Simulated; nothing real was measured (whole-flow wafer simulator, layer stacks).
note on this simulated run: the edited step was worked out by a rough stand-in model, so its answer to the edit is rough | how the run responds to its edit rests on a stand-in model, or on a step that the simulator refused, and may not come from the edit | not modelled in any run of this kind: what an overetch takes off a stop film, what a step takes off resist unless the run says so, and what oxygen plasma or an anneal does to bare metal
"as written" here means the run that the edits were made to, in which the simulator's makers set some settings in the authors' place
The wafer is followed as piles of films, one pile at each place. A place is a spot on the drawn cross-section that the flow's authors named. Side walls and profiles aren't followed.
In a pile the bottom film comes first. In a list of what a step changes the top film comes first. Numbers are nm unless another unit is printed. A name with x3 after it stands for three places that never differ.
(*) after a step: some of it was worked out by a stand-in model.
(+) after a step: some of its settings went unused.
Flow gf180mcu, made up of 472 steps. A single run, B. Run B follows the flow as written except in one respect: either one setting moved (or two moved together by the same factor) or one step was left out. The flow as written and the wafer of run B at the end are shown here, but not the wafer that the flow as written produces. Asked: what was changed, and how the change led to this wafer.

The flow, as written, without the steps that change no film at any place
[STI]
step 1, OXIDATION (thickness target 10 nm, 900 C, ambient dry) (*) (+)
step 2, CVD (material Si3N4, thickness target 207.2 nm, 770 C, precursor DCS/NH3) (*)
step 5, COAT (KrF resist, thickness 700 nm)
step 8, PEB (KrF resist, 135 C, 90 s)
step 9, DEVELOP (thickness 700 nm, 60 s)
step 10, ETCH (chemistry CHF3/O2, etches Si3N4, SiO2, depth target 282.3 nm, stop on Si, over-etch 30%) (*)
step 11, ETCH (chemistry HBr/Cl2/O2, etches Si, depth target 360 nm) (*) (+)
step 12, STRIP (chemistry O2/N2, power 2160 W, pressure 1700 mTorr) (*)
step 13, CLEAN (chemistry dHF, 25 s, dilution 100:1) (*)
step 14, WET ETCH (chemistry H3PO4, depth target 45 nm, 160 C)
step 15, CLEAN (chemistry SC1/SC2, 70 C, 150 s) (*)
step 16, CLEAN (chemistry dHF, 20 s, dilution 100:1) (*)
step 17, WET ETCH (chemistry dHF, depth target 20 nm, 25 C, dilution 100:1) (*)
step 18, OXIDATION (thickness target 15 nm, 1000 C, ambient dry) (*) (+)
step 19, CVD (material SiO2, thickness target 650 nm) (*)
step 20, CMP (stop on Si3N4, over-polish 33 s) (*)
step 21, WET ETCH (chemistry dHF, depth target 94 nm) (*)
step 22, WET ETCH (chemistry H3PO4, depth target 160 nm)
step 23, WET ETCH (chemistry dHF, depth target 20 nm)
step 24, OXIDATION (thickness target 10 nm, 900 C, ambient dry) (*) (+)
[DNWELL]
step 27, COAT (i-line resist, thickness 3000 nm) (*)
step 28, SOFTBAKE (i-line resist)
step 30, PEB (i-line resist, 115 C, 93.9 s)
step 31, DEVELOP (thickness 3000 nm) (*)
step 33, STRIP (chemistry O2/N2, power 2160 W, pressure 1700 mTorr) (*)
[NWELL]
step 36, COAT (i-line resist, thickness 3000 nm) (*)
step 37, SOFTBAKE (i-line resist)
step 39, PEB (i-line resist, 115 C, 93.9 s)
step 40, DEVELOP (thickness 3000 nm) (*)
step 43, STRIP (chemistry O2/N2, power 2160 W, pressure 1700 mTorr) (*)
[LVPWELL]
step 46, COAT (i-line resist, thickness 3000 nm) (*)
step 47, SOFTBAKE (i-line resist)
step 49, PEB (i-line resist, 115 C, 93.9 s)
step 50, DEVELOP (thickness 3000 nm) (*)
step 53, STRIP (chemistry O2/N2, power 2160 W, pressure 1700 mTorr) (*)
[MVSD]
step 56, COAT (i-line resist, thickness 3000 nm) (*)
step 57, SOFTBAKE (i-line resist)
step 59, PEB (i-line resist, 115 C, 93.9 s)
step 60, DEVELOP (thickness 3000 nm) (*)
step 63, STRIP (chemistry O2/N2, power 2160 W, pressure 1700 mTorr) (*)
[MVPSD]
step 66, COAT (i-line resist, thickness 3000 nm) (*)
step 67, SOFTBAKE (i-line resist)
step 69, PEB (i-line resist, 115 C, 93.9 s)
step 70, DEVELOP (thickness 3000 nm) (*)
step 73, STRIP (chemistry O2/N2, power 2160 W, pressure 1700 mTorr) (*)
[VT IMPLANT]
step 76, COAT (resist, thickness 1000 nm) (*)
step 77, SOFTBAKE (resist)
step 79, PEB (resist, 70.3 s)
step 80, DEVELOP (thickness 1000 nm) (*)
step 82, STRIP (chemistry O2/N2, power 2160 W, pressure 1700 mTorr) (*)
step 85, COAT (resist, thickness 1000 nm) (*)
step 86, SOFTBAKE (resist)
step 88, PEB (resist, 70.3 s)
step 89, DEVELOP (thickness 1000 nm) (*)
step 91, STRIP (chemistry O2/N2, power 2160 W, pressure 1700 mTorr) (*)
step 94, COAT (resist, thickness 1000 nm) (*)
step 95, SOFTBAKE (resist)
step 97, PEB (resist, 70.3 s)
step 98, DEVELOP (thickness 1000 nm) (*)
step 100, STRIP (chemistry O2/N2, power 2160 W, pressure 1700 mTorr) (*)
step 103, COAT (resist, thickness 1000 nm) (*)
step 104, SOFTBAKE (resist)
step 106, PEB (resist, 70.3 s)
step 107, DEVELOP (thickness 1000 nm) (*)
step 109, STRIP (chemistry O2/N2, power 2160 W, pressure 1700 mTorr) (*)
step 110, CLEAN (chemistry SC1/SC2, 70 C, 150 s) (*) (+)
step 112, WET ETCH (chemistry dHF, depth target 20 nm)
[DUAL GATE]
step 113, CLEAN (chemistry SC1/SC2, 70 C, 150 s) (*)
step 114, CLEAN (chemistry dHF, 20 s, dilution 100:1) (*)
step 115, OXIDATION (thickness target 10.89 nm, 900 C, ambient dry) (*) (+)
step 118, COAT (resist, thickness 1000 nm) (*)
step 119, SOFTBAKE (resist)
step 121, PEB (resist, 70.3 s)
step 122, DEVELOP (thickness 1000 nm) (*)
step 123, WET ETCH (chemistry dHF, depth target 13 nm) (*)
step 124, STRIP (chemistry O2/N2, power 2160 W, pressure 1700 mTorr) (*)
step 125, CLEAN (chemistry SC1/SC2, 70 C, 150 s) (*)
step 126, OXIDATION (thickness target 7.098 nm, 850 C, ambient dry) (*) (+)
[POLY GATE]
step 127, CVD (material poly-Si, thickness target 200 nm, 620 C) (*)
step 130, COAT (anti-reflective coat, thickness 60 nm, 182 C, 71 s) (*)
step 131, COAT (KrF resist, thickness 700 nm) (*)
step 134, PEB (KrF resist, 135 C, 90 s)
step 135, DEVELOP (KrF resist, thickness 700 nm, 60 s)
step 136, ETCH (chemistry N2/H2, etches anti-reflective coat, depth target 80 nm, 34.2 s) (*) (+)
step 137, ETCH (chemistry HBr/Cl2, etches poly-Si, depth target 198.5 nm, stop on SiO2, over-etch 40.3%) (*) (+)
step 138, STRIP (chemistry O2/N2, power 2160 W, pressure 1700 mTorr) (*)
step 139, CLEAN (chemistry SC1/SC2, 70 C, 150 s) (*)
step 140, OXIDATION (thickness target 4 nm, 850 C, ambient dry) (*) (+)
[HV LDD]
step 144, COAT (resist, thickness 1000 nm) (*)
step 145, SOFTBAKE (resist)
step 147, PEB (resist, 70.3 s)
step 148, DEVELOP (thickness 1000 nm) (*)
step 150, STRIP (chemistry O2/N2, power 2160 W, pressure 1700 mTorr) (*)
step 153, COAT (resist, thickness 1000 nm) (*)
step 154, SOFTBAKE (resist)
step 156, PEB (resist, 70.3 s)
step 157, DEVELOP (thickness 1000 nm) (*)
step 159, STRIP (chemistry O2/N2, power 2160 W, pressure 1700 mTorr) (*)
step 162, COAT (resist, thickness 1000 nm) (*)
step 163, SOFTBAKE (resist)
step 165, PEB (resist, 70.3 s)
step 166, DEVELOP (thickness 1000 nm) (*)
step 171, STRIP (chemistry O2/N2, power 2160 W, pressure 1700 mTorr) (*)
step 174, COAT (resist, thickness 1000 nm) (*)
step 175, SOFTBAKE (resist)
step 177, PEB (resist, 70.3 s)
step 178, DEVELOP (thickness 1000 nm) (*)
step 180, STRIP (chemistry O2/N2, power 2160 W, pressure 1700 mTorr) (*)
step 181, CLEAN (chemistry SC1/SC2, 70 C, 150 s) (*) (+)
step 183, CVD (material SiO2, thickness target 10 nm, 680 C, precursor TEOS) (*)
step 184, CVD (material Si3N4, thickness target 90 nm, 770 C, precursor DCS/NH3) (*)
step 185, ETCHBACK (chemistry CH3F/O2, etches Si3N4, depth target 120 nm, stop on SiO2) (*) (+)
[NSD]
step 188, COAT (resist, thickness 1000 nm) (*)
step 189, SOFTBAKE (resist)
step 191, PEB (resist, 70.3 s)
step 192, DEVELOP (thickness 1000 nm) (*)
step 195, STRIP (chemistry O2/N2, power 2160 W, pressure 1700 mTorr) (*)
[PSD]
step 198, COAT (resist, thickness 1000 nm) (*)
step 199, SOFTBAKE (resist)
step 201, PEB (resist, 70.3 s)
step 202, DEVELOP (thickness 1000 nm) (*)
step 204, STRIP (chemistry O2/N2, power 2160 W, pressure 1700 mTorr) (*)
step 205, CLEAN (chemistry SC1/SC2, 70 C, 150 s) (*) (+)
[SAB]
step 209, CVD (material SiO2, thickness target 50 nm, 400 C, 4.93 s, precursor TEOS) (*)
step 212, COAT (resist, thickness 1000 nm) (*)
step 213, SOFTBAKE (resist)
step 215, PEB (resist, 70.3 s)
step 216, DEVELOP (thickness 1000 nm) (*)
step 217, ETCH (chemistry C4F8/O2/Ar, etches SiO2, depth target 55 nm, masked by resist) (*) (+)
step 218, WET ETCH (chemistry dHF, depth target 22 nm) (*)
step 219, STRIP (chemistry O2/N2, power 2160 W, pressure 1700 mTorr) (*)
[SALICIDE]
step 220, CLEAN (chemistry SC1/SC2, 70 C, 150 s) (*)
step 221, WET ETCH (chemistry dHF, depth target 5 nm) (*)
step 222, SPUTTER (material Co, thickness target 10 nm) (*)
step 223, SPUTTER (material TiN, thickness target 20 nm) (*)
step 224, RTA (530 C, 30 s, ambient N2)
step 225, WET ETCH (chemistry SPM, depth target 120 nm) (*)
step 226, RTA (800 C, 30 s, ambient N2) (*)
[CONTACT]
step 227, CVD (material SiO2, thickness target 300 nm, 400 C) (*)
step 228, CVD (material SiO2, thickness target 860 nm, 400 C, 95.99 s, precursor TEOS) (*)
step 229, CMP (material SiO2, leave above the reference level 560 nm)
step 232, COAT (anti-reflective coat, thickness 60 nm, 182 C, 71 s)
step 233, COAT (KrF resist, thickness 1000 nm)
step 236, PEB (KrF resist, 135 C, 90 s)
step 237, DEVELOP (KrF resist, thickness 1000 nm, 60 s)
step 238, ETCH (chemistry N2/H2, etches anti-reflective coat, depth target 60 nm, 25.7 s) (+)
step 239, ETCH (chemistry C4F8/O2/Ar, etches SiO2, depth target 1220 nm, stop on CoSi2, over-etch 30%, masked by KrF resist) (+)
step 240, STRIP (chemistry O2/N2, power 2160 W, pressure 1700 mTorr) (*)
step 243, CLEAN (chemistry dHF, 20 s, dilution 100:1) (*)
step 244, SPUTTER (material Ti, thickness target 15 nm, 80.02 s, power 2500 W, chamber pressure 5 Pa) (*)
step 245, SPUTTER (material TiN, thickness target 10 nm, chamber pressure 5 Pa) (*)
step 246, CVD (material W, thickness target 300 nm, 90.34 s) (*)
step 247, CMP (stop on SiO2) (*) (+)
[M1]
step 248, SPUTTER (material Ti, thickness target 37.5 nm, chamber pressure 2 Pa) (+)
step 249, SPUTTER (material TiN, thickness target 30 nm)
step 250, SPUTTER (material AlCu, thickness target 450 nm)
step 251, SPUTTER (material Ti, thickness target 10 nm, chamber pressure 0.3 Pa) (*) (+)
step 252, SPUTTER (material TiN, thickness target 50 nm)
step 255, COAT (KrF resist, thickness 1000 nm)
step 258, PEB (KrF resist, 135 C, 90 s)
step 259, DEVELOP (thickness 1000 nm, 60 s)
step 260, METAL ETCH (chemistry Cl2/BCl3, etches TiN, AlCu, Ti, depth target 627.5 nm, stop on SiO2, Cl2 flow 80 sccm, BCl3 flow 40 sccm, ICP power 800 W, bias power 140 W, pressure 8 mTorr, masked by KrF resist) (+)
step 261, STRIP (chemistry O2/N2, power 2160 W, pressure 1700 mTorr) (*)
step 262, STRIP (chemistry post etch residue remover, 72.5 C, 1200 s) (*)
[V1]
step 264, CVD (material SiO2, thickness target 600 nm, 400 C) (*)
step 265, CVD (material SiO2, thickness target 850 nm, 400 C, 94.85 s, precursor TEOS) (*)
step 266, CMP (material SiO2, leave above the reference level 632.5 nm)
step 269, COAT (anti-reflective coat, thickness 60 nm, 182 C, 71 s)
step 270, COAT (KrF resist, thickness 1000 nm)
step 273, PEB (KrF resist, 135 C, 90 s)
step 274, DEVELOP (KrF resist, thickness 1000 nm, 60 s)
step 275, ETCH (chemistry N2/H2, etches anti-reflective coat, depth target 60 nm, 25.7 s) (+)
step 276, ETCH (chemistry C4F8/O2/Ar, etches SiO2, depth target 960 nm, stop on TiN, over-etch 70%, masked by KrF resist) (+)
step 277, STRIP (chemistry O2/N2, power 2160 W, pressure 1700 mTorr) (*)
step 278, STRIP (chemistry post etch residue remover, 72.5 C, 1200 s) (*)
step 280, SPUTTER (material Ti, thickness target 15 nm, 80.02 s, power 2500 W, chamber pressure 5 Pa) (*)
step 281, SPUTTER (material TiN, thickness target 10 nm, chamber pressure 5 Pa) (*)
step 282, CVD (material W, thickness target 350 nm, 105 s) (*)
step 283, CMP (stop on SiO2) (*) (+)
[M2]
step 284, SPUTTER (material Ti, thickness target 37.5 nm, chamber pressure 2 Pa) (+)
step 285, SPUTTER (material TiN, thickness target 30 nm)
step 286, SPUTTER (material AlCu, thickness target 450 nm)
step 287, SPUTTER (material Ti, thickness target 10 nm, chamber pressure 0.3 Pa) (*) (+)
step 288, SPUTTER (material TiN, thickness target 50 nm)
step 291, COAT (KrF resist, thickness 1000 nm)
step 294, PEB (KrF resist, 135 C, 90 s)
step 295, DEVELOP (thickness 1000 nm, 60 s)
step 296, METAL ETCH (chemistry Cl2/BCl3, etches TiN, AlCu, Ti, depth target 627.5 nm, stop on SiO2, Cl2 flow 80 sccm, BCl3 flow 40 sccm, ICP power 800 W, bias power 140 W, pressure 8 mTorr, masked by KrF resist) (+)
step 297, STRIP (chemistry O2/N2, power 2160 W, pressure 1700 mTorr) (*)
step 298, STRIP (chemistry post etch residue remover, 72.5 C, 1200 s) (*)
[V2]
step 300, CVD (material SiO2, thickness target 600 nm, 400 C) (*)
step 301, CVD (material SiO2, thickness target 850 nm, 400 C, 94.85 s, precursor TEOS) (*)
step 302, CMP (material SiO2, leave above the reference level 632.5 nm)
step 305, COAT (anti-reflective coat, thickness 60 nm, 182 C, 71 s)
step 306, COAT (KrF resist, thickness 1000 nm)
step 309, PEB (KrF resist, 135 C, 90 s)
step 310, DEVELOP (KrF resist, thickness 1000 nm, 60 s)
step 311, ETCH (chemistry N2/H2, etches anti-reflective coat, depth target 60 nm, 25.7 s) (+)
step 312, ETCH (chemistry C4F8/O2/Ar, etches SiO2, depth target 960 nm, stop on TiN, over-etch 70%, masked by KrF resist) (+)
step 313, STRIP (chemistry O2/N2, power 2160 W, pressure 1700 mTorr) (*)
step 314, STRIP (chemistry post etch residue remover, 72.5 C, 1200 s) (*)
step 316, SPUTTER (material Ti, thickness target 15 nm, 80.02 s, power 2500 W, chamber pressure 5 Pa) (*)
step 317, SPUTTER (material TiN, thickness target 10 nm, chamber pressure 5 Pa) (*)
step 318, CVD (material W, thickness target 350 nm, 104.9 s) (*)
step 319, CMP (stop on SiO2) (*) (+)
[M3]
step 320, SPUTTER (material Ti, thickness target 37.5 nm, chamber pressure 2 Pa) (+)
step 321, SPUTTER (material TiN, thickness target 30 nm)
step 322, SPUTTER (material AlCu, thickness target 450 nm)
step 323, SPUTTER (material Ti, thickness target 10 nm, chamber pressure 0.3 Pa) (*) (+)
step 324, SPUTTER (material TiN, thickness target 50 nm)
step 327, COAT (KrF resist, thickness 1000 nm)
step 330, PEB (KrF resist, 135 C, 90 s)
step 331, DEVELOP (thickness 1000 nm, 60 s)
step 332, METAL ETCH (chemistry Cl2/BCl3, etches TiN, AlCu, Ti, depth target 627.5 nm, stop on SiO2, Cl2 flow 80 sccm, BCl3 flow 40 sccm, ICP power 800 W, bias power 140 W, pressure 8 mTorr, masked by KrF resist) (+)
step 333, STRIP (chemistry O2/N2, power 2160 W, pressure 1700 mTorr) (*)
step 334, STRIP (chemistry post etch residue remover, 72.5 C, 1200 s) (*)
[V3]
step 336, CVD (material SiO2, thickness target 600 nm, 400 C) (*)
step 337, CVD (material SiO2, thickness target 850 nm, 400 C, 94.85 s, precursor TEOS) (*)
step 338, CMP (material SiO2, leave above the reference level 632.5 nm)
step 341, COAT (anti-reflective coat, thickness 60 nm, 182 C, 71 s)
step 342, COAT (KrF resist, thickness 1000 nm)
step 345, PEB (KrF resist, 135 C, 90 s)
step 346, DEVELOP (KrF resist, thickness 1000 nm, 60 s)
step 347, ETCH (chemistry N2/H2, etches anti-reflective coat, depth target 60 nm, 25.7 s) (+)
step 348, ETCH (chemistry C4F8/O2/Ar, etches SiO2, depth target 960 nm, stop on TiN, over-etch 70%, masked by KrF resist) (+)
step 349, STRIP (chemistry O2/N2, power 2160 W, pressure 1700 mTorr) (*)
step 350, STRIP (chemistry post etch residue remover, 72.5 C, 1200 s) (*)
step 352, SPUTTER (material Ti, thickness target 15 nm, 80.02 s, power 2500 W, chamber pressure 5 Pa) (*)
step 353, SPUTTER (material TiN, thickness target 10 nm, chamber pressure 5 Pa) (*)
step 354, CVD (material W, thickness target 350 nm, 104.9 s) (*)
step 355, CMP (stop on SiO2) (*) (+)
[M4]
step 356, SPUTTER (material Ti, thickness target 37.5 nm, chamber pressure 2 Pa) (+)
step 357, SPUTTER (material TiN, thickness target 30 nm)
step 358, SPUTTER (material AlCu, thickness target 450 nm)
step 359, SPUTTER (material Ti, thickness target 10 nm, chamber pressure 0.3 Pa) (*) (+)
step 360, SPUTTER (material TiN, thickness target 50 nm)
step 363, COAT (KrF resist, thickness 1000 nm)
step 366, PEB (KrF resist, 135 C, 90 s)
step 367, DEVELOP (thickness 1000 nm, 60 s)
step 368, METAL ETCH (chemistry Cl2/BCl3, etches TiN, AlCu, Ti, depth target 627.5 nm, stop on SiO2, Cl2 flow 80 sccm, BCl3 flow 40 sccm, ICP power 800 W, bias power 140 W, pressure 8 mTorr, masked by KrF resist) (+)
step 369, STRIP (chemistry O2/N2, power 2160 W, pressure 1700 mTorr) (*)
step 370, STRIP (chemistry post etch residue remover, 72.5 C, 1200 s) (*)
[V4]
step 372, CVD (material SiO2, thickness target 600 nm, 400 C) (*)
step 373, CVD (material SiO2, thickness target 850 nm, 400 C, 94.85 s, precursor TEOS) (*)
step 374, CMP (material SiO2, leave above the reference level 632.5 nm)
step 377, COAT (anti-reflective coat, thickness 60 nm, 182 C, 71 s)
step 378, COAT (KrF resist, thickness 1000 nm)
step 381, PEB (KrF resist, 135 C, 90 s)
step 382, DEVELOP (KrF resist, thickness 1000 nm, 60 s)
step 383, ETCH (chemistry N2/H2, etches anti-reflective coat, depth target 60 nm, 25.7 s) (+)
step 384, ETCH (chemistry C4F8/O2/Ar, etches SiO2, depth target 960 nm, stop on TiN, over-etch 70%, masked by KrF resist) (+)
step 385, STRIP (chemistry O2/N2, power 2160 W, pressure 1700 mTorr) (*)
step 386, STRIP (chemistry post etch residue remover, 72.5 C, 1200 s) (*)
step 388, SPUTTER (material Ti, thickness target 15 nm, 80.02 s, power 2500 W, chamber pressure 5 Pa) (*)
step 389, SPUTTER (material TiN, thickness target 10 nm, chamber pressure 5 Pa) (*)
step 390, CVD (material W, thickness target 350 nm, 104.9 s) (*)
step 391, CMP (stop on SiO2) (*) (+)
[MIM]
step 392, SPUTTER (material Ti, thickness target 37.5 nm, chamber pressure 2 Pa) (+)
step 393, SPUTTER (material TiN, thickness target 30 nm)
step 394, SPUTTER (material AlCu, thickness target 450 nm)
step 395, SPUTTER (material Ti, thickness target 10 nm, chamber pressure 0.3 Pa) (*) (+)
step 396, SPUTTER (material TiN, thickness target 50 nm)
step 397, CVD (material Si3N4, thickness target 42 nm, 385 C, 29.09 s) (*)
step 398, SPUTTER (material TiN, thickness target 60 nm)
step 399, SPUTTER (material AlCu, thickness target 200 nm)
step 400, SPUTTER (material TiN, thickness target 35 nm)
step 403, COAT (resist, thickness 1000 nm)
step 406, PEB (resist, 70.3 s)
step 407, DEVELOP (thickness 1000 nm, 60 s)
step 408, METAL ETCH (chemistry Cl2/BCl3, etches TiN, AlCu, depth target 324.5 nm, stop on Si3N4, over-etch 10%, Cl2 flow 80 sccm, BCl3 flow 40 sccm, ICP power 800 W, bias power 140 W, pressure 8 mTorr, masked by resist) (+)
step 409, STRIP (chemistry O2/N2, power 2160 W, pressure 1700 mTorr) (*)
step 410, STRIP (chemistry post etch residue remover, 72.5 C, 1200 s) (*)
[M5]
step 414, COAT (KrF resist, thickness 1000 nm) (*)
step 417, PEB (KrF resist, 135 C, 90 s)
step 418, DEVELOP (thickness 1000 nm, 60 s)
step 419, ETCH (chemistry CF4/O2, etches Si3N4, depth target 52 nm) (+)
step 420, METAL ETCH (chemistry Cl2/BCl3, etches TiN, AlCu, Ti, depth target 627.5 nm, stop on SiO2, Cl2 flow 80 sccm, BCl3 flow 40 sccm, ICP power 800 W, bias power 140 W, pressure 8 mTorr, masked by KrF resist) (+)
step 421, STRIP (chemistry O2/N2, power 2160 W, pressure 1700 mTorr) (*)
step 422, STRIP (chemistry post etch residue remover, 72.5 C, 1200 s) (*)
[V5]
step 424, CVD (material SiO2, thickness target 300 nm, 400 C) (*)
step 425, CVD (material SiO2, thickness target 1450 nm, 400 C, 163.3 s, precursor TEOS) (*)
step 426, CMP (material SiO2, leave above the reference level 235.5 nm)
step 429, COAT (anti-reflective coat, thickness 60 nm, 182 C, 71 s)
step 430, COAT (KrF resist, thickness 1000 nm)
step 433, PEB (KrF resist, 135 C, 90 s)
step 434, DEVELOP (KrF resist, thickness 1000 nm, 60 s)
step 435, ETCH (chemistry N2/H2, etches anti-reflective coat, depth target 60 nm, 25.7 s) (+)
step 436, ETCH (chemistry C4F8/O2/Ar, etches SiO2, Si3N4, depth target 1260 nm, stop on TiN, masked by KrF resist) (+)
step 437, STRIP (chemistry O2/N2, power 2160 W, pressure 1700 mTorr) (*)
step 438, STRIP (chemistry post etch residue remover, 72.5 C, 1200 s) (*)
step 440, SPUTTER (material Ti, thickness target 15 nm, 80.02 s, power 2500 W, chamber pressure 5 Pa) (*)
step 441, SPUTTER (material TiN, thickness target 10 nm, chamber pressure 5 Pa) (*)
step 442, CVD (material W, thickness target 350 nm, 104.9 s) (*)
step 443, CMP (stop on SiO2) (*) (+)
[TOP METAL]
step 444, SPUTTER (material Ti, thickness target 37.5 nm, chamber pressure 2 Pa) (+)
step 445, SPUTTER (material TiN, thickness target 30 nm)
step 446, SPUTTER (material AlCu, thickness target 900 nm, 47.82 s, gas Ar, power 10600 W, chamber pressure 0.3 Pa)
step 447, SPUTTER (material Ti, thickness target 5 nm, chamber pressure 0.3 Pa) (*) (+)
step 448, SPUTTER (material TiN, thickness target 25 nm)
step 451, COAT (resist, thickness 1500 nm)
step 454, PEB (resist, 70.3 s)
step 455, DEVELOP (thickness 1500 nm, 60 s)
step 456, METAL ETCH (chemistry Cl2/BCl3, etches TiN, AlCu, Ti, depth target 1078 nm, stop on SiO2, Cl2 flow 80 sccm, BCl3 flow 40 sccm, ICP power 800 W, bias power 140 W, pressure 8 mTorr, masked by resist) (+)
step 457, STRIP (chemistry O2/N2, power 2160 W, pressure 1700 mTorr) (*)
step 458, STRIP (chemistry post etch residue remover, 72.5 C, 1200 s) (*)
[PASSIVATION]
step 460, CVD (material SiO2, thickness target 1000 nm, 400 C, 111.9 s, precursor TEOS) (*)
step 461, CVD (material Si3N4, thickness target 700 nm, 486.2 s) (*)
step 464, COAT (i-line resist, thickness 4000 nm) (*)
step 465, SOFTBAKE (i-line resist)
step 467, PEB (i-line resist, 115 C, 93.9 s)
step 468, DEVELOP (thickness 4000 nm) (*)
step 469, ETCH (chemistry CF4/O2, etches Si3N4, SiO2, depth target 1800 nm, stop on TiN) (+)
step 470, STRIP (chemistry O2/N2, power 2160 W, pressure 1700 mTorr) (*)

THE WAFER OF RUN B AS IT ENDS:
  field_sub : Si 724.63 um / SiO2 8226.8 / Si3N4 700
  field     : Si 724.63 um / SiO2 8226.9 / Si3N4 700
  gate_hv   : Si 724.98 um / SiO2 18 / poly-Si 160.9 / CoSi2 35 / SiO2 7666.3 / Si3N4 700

The reason: step 115, OXIDATION: thickness target 14.97 nm was run, though the flow has thickness target 10.89 nm.

How this came from the change, step by step:
  step 115, OXIDATION (thickness target 10.89 nm, 900 C, ambient dry) (*) (+)
      active, n_well, p_well and 40 more: +15 SiO2 (new film), -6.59 Si (it would be, as written: +10.9 SiO2 (new film), -4.79 Si)
      sti, mim_1p0, pad and 19 more: +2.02 SiO2, -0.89 Si (it would be, as written: +1.22 SiO2, -0.54 Si)
      (also at 27 further places)
  step 123, WET ETCH (chemistry dHF, depth target 13 nm) (*)
      active, n_well, p_well and 12 more: -13 SiO2 (it would be, as written: -10.9 SiO2 (all of it))
  step 124, STRIP (chemistry O2/N2, power 2160 W, pressure 1700 mTorr) (*)
      active, n_well, p_well and 12 more: nothing (it would be, as written: +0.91 chemical SiO2 (new film), -0.4 Si)
  step 126, OXIDATION (thickness target 7.098 nm, 850 C, ambient dry) (*) (+)
      active, n_well, p_well and 12 more: +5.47 SiO2, -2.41 Si (it would be, as written: +7.1 SiO2 (new film), -0.76 chemical SiO2 (all of it), -2.79 Si)
  step 130, COAT (anti-reflective coat, thickness 60 nm, 182 C, 71 s) (*)
      p_well, spacer, sd_n: +72.5 anti-reflective coat (new film) (it would be, as written: +70.9 anti-reflective coat (new film))
  step 136, ETCH (chemistry N2/H2, etches anti-reflective coat, depth target 80 nm, 34.2 s) (*) (+)
      p_well, spacer, sd_n: -72.5 anti-reflective coat (all of it), -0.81 poly-Si (it would be, as written: -70.9 anti-reflective coat (all of it), -0.85 poly-Si)
  step 189, SOFTBAKE (resist)
      field__w9: -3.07 resist (it would be, as written: +6.92 resist)
      active_hv: -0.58 resist (it would be, as written: +2.68 resist)
      (also at 1 further place)
  step 199, SOFTBAKE (resist)
      field__w9: -3.07 resist (it would be, as written: +6.92 resist)
      active_hv: -0.58 resist (it would be, as written: +2.68 resist)
      (also at 1 further place)
  step 218, WET ETCH (chemistry dHF, depth target 22 nm) (*)
      ldn_tap, ldn_src, ldn_drn, ldp_tap, ldp_src, ldp_drn, ldp_gr: -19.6 SiO2 (all of it) (it would be, as written: -16 SiO2 (all of it))
      ld_drn_n, ld_sd_p: -18.4 SiO2 (all of it) (it would be, as written: -14.8 SiO2 (all of it))
      (also at 5 further places)
